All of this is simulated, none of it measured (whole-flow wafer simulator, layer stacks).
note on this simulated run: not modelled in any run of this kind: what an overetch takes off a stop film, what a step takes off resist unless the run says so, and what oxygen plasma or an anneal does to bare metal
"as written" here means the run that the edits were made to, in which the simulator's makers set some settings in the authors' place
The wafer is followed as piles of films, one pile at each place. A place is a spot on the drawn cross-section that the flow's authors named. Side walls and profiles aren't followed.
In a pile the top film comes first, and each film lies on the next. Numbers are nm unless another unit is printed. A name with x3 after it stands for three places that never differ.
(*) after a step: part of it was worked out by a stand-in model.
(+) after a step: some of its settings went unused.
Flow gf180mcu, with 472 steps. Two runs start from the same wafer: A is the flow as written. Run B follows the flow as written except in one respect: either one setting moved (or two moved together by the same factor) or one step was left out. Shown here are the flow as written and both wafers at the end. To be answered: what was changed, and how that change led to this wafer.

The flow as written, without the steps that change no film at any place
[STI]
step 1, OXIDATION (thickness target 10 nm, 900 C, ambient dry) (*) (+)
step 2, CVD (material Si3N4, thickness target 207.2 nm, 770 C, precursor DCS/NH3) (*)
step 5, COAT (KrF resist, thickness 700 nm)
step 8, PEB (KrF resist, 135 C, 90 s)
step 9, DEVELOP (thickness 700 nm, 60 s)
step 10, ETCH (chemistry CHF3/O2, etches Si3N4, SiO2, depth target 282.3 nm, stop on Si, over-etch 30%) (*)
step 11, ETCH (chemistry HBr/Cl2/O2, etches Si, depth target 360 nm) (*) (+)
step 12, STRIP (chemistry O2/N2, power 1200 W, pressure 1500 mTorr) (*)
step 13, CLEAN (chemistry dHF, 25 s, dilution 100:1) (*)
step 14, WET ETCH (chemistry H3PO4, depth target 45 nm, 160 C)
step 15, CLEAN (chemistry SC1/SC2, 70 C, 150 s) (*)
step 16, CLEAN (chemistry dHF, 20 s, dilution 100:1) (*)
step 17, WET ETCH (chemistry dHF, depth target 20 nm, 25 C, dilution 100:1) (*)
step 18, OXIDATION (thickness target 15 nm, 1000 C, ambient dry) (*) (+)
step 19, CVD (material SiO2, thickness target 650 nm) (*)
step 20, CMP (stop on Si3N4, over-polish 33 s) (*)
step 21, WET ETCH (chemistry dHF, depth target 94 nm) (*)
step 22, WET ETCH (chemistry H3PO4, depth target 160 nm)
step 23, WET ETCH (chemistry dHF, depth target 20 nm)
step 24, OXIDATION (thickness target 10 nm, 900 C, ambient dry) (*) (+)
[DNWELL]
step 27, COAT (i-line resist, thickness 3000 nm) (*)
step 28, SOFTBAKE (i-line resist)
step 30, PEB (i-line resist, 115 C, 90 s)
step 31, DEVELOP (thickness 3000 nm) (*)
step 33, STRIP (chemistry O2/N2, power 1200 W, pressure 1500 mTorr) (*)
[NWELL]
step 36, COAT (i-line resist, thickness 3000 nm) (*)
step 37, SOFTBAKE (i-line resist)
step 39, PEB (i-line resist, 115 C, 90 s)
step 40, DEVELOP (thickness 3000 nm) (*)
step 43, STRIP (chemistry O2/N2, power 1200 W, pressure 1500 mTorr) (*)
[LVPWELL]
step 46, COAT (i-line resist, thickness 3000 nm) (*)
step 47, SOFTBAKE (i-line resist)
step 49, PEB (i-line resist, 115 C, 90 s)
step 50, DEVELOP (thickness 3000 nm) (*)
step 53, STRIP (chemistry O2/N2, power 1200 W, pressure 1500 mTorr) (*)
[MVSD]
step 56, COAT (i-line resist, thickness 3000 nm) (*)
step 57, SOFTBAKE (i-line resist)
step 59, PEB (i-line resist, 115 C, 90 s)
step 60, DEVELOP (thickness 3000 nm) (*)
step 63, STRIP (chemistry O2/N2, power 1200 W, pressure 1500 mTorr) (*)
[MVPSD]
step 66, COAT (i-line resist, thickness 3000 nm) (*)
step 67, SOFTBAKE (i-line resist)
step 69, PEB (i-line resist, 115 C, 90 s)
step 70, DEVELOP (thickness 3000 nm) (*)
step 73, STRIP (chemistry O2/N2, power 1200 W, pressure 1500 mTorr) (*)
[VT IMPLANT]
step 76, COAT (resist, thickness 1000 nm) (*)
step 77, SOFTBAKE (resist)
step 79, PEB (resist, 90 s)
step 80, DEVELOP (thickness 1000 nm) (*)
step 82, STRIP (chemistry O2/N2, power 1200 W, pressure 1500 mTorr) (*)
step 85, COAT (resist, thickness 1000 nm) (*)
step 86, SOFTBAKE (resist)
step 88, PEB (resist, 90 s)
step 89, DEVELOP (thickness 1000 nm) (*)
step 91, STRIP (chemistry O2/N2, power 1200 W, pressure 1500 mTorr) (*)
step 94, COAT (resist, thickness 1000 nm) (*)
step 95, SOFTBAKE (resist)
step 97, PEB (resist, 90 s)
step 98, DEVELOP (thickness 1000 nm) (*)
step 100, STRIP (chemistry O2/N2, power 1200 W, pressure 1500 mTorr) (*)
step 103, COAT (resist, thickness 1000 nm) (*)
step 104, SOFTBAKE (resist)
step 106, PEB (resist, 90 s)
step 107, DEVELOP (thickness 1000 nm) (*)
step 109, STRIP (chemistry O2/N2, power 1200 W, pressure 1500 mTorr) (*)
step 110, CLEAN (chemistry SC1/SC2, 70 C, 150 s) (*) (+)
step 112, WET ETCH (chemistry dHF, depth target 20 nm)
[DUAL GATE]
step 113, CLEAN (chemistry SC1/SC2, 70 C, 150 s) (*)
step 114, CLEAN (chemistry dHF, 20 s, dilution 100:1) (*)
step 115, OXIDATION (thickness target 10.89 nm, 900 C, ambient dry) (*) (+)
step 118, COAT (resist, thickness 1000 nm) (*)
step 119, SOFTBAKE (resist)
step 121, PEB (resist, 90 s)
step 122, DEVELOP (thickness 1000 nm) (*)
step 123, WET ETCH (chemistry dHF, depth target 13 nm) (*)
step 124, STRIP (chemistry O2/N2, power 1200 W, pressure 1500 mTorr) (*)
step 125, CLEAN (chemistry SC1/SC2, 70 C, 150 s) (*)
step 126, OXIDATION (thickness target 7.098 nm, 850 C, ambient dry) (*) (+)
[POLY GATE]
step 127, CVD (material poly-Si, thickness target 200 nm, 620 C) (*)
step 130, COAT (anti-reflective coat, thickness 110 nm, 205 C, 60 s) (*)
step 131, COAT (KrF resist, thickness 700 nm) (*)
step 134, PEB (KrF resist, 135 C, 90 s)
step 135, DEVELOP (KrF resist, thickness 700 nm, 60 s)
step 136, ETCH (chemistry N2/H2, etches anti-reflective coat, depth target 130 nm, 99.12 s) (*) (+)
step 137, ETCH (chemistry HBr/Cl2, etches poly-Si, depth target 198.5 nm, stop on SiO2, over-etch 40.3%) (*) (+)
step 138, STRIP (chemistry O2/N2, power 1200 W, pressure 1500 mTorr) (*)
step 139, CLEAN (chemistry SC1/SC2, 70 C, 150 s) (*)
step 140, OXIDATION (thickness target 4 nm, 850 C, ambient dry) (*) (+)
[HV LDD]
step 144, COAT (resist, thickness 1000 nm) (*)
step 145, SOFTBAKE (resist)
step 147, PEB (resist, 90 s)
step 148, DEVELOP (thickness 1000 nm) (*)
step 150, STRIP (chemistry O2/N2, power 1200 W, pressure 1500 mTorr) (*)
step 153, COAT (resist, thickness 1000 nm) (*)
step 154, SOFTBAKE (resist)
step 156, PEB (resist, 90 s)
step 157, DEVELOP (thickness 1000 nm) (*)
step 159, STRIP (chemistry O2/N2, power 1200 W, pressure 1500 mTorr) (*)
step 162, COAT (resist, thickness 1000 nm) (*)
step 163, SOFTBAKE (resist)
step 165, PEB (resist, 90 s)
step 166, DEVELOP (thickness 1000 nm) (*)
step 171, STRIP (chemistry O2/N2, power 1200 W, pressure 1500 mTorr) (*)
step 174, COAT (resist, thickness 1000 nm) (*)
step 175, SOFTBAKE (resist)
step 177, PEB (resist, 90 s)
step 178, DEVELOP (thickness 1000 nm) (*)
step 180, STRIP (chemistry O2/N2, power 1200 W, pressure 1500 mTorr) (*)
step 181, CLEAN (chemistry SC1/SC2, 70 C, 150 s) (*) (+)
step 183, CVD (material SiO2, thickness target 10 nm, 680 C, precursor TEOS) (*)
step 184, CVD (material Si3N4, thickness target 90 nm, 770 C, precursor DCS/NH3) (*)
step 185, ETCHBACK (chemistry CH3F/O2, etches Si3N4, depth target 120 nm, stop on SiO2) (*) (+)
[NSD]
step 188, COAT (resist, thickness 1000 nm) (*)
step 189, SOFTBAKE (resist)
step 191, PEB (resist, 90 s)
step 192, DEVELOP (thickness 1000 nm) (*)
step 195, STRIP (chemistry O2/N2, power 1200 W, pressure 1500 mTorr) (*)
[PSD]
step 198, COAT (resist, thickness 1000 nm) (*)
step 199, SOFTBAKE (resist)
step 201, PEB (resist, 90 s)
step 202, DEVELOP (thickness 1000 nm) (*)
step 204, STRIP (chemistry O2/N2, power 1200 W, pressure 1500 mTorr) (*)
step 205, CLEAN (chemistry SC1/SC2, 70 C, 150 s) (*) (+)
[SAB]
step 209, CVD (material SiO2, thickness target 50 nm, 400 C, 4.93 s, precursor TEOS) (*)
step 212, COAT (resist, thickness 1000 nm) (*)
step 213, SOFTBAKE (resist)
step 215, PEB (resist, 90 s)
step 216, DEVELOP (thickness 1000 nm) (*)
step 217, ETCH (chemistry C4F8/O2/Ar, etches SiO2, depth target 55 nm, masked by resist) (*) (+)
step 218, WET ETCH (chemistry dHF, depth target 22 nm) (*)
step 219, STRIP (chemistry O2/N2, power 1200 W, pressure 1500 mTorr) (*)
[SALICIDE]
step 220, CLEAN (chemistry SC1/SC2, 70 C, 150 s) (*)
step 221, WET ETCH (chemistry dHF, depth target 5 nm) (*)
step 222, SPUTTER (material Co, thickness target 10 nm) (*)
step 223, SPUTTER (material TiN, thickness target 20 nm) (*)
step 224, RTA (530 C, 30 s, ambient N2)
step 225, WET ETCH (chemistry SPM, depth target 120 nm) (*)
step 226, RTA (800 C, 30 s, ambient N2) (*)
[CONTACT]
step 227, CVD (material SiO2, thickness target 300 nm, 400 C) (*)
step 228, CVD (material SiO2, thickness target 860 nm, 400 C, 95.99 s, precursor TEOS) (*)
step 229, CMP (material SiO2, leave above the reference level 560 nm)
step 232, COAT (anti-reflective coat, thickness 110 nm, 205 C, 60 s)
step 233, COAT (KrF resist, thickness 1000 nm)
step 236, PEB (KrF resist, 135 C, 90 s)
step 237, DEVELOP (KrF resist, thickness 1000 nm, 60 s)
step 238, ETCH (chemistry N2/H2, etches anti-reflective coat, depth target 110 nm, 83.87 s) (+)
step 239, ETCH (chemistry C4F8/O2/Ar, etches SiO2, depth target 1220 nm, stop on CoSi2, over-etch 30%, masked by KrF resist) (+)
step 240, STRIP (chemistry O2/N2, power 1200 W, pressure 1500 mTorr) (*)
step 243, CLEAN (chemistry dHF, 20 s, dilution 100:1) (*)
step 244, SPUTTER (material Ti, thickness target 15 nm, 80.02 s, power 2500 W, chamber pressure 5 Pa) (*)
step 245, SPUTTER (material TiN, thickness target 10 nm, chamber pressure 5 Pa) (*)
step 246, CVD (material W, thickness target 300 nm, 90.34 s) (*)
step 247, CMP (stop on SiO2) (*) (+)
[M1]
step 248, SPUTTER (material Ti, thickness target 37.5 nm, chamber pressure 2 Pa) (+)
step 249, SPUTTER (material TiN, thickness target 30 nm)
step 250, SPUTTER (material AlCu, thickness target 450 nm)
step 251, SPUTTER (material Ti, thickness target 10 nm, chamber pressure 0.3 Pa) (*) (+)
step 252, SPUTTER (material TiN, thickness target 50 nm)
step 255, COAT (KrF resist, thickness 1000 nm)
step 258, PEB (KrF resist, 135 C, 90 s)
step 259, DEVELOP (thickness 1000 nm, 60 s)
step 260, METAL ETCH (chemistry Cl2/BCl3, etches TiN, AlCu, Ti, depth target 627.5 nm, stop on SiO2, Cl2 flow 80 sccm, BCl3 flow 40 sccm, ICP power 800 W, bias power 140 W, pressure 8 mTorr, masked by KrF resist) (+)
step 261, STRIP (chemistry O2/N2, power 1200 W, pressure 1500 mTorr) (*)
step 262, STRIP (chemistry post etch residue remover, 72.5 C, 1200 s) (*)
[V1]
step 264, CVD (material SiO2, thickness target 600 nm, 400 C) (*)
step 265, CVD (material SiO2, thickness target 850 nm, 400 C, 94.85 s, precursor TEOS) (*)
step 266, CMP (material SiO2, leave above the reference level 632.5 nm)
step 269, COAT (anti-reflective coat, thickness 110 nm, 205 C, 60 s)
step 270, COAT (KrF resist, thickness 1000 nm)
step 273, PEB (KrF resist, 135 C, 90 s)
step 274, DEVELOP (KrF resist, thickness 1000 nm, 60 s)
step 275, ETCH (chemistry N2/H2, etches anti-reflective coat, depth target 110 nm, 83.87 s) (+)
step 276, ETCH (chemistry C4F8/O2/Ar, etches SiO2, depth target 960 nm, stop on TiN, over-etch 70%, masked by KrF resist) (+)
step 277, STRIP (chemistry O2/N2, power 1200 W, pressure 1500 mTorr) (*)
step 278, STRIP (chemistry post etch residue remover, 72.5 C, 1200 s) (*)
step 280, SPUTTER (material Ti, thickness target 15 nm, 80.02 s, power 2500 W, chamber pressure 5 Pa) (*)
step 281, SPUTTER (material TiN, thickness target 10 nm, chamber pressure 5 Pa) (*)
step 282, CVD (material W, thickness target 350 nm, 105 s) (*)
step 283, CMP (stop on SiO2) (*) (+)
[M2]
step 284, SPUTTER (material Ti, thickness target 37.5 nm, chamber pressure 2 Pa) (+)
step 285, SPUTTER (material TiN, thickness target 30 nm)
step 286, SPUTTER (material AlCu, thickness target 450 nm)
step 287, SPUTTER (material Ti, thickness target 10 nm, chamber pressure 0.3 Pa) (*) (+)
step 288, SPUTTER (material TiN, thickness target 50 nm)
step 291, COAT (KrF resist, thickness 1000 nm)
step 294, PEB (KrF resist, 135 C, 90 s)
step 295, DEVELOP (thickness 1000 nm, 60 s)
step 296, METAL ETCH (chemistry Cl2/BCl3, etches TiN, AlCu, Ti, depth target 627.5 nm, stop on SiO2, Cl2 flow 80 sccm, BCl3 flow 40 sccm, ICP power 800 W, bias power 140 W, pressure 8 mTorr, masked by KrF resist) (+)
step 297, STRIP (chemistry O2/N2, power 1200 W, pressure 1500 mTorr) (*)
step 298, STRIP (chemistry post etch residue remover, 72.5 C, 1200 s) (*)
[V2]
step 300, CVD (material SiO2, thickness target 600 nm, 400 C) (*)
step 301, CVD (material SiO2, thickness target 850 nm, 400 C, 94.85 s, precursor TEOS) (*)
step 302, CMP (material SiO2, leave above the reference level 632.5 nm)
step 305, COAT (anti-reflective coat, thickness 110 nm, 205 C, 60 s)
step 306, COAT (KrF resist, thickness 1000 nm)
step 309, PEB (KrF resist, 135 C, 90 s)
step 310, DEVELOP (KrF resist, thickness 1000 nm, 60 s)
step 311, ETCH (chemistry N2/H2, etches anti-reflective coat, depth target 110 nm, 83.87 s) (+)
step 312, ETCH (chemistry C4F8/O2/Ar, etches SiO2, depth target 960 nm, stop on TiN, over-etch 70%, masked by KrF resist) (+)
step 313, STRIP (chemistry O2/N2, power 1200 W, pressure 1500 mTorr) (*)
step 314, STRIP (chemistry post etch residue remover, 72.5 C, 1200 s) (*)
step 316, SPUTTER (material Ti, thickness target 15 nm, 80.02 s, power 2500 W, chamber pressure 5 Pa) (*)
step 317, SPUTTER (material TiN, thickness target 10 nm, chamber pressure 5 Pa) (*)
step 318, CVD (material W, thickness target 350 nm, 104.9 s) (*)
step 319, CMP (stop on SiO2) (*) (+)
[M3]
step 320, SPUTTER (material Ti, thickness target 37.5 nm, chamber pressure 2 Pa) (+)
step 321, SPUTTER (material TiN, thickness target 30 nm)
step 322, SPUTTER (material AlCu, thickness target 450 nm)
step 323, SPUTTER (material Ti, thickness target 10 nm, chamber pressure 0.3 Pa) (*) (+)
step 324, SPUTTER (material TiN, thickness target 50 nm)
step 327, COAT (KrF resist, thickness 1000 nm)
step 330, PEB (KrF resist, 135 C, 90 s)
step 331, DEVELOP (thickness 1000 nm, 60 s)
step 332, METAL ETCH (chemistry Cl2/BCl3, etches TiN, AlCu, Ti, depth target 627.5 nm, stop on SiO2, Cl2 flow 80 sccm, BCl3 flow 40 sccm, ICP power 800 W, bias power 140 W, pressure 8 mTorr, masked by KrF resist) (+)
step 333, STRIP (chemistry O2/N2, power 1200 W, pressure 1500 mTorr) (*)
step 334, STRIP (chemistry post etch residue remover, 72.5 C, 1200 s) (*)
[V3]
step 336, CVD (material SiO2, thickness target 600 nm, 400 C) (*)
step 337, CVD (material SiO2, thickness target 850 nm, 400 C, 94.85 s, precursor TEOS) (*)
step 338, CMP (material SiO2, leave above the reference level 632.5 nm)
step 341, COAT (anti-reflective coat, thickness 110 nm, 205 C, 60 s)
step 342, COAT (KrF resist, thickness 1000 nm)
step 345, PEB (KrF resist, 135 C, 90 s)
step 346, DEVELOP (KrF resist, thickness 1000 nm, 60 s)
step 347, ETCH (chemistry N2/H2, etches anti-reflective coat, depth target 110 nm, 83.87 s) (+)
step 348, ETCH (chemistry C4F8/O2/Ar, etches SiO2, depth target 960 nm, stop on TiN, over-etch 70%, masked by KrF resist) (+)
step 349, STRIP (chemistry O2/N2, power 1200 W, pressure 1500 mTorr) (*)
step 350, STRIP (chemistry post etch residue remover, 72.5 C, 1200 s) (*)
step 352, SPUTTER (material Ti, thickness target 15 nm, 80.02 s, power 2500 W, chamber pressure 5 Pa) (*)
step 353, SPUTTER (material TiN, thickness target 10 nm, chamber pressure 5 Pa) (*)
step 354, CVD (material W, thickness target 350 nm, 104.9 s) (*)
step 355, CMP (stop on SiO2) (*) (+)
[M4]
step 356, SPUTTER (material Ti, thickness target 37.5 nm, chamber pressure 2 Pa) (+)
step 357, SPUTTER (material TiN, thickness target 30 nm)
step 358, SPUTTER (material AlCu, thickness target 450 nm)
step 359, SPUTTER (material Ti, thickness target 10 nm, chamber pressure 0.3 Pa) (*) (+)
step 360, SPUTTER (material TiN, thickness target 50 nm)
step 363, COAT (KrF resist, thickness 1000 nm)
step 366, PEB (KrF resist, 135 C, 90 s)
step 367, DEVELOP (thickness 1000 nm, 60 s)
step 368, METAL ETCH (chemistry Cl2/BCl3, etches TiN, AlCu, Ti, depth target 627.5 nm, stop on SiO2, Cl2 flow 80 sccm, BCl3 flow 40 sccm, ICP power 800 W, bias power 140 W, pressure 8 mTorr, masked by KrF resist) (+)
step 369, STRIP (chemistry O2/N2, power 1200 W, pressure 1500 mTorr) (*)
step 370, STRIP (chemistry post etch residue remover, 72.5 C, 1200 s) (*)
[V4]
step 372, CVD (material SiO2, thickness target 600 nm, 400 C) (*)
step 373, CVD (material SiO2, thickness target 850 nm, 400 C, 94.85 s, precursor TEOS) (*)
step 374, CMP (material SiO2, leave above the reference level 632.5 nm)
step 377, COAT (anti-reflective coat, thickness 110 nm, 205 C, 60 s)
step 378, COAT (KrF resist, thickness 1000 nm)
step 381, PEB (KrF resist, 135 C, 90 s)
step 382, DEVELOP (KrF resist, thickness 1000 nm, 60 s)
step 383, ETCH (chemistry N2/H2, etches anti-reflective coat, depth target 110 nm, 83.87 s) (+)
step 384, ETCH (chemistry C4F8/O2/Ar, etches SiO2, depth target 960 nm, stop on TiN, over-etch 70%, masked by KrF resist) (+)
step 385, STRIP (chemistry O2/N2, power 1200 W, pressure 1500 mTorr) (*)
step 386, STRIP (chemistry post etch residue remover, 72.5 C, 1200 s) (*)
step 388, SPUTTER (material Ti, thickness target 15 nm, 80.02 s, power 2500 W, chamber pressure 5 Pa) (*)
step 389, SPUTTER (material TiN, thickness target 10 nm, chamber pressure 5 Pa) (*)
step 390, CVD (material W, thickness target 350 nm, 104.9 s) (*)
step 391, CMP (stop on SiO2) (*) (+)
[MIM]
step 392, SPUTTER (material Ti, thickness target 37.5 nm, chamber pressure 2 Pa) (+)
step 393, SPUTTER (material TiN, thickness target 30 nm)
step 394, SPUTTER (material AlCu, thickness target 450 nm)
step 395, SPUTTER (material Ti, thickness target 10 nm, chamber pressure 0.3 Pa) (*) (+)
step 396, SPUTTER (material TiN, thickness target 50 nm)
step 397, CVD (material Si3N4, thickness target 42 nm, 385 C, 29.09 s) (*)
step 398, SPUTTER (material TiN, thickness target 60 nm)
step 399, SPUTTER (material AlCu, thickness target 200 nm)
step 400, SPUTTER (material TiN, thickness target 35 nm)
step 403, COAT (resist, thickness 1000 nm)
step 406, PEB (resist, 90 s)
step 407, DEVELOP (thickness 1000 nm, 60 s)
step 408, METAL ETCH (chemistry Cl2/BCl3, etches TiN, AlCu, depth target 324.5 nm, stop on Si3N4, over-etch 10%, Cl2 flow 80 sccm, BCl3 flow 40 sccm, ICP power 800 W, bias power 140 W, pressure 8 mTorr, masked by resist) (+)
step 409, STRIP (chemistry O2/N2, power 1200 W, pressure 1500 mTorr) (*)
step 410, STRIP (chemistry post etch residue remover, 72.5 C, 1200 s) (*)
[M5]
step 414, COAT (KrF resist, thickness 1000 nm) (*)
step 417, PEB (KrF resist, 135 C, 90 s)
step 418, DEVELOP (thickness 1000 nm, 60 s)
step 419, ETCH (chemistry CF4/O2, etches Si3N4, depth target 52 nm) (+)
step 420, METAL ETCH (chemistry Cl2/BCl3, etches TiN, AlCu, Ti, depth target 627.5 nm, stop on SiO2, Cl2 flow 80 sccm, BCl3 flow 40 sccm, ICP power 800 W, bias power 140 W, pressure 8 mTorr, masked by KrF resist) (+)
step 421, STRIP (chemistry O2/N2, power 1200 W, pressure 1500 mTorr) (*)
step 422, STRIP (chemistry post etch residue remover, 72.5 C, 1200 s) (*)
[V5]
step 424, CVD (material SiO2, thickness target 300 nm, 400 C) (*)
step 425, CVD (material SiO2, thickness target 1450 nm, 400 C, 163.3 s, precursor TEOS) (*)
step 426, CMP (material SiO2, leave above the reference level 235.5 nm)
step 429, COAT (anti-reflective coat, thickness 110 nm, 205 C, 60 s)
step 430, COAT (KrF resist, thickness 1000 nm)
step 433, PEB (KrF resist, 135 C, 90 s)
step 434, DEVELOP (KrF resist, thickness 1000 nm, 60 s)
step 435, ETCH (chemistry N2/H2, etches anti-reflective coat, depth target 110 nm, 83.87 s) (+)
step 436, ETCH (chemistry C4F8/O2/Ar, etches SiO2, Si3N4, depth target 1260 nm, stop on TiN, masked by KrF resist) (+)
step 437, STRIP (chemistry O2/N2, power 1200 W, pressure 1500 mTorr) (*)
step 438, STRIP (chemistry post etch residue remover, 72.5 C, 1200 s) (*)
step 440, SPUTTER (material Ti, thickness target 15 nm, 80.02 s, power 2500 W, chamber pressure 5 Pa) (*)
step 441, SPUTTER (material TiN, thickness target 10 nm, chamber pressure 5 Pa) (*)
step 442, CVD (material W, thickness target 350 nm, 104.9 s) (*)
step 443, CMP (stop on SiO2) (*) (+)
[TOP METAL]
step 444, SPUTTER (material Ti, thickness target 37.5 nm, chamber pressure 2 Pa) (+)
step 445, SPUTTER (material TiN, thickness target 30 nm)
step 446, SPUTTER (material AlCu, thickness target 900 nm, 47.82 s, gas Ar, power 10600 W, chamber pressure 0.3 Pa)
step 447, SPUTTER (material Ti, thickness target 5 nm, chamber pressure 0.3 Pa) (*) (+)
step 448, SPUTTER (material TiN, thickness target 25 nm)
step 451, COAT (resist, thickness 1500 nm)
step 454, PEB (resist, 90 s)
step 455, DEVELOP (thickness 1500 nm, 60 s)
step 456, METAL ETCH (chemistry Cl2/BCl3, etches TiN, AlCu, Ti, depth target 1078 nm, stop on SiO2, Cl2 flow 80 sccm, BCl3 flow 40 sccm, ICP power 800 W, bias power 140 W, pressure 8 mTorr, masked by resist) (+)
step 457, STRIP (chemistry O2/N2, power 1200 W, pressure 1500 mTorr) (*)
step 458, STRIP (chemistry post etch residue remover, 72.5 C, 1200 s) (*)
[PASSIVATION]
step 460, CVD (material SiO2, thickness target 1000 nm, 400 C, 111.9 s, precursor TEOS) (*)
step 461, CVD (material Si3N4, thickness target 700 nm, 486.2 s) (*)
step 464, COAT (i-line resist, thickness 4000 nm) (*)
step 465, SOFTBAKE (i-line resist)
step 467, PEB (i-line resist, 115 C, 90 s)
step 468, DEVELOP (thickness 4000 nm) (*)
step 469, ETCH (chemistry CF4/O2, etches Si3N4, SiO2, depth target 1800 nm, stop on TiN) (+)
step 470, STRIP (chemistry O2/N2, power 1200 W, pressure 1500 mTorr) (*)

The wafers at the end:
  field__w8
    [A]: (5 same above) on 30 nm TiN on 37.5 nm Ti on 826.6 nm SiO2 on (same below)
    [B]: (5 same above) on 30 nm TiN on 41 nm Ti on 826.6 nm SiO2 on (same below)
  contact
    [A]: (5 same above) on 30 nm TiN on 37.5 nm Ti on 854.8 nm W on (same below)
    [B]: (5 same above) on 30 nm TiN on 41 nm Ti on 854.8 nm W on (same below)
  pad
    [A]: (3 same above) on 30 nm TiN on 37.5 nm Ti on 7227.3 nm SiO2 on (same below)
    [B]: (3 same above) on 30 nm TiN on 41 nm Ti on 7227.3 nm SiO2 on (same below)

Cause: step 444, SPUTTER: thickness target 40.96 nm was run, though the flow has thickness target 37.5 nm.
The wafer itself shows it: field__w8 has Ti 41, and step 444 as written asks for 37.5 nm.

The path from the change to this, step by step:
  step 444, SPUTTER (material Ti, thickness target 37.5 nm, chamber pressure 2 Pa) (+)
      field, field__w1, field__w2 and 109 more: A Ti gains 37.5 (new film) | B Ti gains 41 (new film)
  step 456, METAL ETCH (chemistry Cl2/BCl3, etches TiN, AlCu, Ti, depth target 1078 nm, stop on SiO2, Cl2 flow 80 sccm, BCl3 flow 40 sccm, ICP power 800 W, bias power 140 W, pressure 8 mTorr, masked by resist) (+)
      field, field__w1, field__w2 and 103 more: A TiN loses 25 (all of it), Ti loses 5 (all of it), AlCu loses 900 (all of it), TiN loses 30 (all of it), Ti loses 37.5 (all of it) | B TiN loses 25 (all of it), Ti loses 5 (all of it), AlCu loses 900 (all of it), TiN loses 30 (all of it), Ti loses 41 (all of it)
  step 465, SOFTBAKE (i-line resist)
      field__w5, field__w9: A i-line resist gains 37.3 | B i-line resist gains 30.3
      field__w11, field__w13: A i-line resist gains 37.9 | B i-line resist gains 31.4
      (as well as at 57 more places)
